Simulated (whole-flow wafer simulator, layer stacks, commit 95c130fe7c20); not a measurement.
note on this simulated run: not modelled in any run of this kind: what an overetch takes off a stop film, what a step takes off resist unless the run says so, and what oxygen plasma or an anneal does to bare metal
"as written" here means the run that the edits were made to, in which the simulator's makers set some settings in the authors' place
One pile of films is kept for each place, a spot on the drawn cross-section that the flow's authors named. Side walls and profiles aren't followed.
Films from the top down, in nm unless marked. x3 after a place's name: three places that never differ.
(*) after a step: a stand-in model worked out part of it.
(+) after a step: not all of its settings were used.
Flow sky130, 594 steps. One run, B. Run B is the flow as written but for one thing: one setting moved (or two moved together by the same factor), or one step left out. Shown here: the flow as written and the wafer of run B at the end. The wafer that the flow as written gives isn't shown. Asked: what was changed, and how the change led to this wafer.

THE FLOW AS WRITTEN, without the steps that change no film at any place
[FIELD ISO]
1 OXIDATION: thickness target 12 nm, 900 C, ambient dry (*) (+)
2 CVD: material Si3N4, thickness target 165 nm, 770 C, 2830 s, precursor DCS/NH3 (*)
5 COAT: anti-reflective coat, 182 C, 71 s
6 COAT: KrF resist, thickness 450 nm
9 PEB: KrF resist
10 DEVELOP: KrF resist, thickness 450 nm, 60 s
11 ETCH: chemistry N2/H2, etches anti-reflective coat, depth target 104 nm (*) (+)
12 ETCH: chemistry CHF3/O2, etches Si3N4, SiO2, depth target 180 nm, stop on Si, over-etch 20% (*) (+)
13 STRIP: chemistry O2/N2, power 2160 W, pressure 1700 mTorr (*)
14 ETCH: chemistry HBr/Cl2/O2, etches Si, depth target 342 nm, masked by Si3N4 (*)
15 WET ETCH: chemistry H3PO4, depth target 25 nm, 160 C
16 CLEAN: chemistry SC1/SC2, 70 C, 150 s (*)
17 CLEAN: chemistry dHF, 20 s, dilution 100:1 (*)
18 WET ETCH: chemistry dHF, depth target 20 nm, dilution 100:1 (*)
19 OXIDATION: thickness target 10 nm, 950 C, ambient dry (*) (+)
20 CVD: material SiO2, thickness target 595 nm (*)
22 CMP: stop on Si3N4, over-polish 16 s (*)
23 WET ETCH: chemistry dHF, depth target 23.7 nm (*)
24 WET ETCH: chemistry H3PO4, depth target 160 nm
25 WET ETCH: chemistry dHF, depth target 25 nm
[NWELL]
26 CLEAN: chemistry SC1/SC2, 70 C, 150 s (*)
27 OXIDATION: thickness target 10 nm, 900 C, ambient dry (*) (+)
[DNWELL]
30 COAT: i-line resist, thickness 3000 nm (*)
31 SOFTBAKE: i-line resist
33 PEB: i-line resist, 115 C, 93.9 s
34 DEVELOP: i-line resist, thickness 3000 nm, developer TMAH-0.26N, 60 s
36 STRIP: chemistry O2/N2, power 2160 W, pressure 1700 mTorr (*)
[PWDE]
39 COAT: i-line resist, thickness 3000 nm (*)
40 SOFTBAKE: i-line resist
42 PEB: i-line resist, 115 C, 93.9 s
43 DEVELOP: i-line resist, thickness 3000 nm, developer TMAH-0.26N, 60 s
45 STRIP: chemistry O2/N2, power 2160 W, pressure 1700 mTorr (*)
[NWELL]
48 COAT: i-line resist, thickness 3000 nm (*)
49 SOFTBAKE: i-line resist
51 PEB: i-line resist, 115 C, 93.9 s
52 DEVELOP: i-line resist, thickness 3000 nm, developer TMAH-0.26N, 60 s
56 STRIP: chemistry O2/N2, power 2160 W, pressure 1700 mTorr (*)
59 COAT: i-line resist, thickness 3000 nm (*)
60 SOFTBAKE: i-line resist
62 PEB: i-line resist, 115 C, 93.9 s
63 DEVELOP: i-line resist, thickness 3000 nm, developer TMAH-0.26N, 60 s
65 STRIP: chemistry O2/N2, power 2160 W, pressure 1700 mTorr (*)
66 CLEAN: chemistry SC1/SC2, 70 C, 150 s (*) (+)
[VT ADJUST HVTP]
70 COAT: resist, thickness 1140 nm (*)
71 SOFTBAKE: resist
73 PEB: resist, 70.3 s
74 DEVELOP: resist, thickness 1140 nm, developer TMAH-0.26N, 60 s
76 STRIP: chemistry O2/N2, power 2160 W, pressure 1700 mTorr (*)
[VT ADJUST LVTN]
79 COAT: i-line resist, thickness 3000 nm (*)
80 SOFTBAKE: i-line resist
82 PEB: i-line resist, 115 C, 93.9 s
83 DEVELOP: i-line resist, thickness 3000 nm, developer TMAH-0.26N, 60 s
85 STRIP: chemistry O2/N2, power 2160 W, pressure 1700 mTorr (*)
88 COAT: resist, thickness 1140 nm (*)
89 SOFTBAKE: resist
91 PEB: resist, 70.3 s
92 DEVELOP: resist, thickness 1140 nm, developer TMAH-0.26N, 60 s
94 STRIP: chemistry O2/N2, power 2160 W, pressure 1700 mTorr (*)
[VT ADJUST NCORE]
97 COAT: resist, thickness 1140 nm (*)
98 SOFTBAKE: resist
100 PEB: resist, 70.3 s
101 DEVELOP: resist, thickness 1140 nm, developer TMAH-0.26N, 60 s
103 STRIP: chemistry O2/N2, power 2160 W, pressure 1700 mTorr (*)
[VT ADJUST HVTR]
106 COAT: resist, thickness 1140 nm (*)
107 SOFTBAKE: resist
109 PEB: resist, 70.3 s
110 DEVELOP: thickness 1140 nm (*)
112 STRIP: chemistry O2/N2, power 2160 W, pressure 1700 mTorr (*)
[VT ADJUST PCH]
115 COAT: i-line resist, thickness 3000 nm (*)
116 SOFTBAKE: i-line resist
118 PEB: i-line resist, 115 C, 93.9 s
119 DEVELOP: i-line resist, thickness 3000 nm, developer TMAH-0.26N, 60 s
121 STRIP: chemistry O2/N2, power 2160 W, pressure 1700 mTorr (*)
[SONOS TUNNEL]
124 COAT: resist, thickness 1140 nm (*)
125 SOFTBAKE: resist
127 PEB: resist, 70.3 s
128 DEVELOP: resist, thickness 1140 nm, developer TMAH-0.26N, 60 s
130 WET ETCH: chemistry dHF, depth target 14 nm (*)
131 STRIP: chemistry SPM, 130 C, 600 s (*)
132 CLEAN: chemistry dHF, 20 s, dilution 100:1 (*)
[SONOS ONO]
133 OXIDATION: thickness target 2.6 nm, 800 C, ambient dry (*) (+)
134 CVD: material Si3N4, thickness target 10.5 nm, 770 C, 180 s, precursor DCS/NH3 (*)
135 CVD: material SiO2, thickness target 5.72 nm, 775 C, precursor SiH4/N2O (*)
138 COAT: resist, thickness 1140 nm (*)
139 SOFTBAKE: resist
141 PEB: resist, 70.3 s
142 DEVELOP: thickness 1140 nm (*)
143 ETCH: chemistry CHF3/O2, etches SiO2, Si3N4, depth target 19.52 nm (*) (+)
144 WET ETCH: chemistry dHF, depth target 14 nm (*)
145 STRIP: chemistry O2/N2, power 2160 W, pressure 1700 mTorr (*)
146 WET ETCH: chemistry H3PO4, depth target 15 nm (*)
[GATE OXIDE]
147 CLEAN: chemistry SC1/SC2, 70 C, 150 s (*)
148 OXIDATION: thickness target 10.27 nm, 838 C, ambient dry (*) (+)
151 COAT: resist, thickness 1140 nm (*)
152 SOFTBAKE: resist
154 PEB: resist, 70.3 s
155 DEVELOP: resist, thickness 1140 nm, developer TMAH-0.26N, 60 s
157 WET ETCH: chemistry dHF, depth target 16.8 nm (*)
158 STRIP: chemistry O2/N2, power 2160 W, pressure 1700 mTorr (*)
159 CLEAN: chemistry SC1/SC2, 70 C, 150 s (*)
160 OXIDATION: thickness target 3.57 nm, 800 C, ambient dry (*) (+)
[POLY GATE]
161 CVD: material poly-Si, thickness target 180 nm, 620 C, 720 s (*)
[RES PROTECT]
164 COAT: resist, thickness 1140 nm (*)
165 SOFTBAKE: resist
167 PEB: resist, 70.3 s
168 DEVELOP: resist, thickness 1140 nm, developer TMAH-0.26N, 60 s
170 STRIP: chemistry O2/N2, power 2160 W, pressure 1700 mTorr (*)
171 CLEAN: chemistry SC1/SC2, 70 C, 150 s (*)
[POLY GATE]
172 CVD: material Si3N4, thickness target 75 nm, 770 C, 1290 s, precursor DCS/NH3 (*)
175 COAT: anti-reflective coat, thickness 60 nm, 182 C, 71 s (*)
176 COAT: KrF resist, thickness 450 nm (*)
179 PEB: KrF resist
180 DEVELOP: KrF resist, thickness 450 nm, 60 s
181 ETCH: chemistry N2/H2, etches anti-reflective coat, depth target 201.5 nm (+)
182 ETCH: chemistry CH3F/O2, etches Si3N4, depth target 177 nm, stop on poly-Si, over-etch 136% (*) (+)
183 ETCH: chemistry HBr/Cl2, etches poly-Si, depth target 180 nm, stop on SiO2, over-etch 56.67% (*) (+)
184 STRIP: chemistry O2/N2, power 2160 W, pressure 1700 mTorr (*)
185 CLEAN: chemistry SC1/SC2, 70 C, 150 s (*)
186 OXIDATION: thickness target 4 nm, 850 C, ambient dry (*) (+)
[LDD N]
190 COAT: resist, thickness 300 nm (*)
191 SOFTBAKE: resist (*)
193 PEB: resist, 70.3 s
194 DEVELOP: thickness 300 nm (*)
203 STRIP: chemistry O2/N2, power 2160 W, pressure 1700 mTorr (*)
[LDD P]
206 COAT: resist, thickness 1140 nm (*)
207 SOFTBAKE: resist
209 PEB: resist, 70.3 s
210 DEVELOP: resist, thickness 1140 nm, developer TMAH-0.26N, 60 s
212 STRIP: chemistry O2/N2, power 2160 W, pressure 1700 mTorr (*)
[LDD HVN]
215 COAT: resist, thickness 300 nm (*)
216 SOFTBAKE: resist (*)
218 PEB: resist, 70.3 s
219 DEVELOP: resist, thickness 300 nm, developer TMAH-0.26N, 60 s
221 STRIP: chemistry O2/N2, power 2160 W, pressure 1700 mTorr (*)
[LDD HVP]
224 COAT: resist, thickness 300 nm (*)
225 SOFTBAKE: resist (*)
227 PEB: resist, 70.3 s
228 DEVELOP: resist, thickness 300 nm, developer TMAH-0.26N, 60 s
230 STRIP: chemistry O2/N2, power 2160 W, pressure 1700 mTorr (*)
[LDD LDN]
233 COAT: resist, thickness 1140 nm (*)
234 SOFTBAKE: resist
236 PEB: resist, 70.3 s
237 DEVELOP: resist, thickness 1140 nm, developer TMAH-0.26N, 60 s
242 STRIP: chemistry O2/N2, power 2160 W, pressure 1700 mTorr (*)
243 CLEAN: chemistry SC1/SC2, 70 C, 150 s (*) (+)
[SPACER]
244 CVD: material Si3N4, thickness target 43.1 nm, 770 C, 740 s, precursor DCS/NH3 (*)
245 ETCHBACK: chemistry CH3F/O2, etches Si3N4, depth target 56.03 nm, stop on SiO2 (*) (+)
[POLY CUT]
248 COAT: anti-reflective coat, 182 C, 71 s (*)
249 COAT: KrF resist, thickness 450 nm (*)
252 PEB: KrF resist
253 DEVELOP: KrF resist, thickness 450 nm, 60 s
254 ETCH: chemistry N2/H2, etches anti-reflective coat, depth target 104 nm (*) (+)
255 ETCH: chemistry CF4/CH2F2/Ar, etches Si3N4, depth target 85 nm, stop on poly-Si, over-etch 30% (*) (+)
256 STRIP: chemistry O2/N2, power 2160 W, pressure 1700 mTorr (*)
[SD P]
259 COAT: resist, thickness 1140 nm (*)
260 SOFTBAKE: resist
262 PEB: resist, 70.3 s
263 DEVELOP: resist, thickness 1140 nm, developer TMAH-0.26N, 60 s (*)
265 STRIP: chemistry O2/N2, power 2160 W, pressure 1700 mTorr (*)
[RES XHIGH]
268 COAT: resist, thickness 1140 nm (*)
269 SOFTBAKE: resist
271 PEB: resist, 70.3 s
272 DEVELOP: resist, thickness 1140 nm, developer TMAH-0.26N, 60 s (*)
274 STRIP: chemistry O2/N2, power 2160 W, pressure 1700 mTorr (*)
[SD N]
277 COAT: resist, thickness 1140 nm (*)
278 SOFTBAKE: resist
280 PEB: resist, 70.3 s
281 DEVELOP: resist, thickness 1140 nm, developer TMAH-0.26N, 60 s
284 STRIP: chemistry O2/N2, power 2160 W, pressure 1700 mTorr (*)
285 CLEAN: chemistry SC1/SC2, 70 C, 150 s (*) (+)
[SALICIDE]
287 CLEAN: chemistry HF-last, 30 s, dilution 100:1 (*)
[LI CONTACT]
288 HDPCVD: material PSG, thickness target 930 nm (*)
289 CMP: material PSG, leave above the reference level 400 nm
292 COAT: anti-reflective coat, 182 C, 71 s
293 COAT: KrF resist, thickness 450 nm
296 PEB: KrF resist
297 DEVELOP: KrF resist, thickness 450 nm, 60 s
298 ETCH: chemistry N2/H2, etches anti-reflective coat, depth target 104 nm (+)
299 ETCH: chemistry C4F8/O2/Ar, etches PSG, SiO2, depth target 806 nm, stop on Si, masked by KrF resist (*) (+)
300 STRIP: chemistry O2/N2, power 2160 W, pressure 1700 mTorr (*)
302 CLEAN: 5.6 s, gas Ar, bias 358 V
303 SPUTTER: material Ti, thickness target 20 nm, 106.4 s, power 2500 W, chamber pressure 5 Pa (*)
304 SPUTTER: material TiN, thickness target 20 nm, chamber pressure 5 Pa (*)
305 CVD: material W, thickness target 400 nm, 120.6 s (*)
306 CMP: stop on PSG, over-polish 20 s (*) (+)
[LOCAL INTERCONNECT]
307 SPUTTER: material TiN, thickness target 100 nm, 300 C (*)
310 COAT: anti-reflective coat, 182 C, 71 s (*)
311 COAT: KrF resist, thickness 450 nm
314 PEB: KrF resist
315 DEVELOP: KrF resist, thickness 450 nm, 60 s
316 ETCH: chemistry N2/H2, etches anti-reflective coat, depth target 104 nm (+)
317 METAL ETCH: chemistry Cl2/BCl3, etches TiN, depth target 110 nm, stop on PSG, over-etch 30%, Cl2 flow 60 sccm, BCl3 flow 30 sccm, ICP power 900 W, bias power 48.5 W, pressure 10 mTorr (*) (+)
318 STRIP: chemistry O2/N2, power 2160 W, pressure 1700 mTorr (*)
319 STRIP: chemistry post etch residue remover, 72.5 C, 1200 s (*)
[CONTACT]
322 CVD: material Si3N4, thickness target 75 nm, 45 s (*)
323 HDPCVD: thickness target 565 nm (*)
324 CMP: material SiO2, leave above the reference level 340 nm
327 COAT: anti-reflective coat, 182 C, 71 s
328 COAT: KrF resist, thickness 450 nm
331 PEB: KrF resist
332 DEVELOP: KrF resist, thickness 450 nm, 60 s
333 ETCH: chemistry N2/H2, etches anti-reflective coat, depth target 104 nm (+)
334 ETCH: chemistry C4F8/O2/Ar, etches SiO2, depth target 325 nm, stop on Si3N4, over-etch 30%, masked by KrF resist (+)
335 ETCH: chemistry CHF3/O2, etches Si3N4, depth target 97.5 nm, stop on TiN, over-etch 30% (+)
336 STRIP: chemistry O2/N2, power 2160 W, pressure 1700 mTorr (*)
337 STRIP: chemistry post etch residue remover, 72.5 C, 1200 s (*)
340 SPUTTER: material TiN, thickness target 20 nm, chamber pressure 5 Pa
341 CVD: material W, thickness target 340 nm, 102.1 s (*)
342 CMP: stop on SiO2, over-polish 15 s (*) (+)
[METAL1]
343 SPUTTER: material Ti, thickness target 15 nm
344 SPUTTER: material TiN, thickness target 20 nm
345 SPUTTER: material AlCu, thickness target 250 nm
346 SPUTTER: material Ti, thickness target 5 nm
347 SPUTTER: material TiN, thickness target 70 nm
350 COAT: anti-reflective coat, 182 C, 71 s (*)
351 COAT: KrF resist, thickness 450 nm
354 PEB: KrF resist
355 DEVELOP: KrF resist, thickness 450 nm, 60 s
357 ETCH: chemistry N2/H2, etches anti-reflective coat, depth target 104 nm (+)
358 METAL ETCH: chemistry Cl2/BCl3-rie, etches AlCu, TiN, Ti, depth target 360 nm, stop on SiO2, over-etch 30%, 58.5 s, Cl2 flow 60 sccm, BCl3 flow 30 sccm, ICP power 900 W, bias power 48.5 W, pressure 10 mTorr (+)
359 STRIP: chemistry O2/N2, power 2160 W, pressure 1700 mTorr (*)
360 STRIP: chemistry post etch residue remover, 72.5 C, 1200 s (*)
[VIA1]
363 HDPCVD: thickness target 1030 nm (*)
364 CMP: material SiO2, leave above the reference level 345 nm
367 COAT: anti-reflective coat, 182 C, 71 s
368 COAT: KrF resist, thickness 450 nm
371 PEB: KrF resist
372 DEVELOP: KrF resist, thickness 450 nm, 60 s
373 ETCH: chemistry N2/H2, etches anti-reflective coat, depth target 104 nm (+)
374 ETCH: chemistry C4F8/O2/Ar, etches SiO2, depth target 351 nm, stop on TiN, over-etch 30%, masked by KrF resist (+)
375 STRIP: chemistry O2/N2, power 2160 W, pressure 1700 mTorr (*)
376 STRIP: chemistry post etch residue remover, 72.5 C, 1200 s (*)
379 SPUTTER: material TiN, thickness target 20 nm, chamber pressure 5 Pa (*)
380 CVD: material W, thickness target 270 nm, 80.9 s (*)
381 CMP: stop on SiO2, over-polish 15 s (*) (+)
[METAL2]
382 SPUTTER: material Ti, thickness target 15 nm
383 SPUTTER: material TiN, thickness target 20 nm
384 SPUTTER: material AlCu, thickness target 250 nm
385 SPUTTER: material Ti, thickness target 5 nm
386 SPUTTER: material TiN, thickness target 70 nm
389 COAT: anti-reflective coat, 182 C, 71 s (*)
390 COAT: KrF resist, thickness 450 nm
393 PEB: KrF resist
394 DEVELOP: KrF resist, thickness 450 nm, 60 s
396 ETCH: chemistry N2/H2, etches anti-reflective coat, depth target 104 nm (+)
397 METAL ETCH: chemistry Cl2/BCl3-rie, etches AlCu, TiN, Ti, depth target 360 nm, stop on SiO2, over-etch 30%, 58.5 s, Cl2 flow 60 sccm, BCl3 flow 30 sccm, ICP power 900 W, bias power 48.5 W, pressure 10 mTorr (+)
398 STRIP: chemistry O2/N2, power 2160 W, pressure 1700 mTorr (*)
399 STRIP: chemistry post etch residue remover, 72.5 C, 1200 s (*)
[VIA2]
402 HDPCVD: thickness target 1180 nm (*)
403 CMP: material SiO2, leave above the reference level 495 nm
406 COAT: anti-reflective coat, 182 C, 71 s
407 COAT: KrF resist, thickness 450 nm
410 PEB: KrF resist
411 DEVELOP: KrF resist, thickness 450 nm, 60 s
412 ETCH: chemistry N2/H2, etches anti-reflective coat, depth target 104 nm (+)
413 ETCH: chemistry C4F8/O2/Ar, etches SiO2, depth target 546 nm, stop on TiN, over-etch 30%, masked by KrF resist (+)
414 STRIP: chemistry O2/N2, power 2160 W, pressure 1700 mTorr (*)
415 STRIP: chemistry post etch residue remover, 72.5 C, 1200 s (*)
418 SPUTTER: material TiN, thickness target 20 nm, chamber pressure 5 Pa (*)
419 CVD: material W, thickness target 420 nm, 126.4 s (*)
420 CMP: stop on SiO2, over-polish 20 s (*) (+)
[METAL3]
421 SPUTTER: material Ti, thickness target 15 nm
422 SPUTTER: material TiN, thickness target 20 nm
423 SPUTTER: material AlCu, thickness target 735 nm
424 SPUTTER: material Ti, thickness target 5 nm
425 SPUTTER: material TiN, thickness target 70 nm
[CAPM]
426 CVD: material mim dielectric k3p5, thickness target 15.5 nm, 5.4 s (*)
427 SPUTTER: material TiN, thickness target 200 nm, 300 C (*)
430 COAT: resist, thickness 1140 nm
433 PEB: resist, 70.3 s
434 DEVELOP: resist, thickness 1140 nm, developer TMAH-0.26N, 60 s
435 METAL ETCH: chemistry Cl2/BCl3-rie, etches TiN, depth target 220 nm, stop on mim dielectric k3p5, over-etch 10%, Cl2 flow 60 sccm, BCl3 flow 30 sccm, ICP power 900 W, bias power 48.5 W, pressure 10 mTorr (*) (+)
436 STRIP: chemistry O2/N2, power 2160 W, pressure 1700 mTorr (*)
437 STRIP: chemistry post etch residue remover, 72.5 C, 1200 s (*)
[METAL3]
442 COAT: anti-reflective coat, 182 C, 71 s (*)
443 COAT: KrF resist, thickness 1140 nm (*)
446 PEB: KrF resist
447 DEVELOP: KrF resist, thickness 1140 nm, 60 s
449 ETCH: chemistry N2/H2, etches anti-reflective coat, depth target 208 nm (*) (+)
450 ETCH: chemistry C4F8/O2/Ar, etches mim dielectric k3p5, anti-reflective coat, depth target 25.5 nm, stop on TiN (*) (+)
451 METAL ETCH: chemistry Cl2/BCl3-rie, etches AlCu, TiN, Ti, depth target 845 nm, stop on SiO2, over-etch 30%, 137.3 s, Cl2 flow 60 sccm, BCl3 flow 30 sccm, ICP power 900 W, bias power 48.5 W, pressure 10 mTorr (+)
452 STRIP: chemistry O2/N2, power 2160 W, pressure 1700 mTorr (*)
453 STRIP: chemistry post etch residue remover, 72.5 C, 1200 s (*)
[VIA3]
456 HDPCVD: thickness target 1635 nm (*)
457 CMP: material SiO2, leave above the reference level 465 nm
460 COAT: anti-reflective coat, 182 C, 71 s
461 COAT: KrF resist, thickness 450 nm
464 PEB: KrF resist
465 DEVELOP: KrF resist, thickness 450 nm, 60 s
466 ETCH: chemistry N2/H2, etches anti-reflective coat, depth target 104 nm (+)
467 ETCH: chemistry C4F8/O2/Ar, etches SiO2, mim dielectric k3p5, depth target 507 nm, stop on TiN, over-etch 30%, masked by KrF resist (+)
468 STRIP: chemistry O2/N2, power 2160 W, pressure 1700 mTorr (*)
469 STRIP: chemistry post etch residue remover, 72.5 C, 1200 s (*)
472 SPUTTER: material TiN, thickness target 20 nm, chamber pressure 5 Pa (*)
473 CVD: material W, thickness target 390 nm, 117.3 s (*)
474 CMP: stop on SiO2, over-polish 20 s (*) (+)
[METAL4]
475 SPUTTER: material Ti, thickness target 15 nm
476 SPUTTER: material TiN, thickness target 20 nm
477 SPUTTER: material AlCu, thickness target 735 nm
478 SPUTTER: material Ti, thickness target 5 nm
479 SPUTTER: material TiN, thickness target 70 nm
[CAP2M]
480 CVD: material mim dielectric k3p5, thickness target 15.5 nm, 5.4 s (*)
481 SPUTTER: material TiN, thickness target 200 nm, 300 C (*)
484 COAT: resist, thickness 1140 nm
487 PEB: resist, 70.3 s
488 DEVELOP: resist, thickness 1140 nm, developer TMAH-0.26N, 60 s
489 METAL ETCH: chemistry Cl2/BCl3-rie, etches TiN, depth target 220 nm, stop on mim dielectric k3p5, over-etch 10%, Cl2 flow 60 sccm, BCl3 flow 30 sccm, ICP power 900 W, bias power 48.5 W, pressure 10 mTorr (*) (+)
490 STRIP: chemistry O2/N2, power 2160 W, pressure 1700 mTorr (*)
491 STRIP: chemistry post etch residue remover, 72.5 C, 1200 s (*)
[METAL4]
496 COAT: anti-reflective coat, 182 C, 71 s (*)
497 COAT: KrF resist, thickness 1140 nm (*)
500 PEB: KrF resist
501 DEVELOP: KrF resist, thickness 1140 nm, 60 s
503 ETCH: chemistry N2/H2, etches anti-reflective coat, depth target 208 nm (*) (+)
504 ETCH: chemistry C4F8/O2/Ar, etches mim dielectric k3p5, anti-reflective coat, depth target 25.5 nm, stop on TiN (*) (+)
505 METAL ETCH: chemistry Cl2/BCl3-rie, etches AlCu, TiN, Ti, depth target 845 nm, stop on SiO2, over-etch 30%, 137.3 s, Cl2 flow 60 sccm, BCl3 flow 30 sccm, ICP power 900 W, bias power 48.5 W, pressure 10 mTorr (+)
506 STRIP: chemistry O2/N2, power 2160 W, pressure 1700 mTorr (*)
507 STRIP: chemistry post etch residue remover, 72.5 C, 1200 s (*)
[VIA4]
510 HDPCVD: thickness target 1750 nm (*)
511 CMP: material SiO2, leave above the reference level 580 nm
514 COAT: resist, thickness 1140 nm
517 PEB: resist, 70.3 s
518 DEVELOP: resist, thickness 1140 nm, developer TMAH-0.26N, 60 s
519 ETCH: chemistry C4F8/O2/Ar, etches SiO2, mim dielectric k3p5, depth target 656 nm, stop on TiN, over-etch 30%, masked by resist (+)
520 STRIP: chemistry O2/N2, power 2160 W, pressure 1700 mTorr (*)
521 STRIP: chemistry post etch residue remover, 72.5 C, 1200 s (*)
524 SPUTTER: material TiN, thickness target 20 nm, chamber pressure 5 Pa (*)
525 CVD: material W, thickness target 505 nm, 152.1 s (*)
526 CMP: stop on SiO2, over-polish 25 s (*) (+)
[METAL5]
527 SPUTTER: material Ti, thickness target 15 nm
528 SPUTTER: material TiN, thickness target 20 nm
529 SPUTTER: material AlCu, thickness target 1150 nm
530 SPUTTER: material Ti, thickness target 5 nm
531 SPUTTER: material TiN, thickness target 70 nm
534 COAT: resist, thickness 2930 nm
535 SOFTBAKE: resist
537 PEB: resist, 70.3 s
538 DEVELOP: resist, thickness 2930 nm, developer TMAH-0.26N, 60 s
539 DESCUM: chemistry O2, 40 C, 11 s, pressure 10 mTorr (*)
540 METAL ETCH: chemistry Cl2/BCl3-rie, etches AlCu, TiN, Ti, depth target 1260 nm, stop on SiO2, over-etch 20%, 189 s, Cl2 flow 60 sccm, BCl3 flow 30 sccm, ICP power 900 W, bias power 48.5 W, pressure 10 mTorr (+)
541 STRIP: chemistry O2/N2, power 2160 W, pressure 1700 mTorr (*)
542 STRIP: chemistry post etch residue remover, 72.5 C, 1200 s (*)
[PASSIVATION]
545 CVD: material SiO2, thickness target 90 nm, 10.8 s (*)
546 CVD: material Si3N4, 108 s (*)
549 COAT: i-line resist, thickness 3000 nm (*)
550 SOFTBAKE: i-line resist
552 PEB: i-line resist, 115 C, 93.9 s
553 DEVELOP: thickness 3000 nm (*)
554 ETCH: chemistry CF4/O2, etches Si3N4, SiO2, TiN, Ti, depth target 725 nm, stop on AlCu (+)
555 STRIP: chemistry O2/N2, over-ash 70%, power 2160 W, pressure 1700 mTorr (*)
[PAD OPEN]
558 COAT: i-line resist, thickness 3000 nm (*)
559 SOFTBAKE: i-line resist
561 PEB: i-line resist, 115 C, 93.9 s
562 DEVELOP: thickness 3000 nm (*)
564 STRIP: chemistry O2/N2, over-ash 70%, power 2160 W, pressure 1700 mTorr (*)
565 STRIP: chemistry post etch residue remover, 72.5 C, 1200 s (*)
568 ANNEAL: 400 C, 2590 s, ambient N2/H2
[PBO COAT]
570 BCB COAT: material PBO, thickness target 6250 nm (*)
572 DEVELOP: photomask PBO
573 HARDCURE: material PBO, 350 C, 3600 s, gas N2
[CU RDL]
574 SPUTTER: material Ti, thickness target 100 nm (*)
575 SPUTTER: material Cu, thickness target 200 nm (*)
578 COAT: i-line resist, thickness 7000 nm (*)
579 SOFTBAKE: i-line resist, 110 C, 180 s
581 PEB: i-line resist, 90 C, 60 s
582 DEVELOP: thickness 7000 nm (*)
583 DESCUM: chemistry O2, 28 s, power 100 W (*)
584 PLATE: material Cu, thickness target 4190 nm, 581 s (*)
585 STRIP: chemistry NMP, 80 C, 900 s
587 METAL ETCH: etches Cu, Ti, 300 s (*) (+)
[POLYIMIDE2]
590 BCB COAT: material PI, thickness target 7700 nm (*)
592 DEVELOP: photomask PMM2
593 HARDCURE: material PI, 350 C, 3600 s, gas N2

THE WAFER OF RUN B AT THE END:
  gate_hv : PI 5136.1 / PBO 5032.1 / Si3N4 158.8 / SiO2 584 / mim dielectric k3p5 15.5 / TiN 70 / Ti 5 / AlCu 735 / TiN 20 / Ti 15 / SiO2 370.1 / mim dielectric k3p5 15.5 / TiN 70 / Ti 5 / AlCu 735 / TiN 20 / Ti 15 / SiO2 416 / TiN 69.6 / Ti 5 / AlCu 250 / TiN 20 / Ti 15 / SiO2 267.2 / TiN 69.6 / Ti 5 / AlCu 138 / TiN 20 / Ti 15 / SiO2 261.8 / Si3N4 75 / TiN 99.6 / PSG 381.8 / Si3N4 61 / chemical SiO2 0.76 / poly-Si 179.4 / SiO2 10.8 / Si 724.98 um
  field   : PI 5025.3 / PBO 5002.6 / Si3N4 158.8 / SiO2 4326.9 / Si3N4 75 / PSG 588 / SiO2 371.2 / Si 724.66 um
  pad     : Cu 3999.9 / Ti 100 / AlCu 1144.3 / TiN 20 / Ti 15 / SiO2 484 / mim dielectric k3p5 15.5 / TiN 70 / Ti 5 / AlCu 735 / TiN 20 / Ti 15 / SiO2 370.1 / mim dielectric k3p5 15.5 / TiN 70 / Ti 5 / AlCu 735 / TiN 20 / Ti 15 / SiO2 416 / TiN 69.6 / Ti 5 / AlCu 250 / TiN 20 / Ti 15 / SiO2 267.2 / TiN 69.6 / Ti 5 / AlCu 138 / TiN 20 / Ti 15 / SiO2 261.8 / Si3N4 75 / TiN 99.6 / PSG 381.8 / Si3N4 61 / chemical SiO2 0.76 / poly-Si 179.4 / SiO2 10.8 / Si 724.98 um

The cause: step 345, SPUTTER: thickness target 138 nm was run, where the flow has thickness target 250 nm.
It can be read off the wafer: gate_hv has AlCu 138, and step 345 as written asks for 250 nm.

How the change led to this, step by step:
  345 SPUTTER: material AlCu, thickness target 250 nm
      field, active, n_well and 188 more: AlCu +138 (new film) (as written it would be: AlCu +250 (new film))
  358 METAL ETCH: chemistry Cl2/BCl3-rie, etches AlCu, TiN, Ti, depth target 360 nm, stop on SiO2, over-etch 30%, 58.5 s, Cl2 flow 60 sccm, BCl3 flow 30 sccm, ICP power 900 W, bias power 48.5 W, pressure 10 mTorr (+)
      field, active, gate and 81 more: TiN -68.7 (all of it), Ti -5 (all of it), AlCu -138 (all of it), TiN -20 (all of it), Ti -15 (all of it), SiO2 -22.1 (as written it would be: TiN -68.7 (all of it), Ti -5 (all of it), AlCu -250 (all of it), TiN -20 (all of it), Ti -15 (all of it), SiO2 -10.9)
  364 CMP: material SiO2, leave above the reference level 345 nm
      field, active, gate and 81 more: SiO2 -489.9 (as written it would be: SiO2 -389.1)
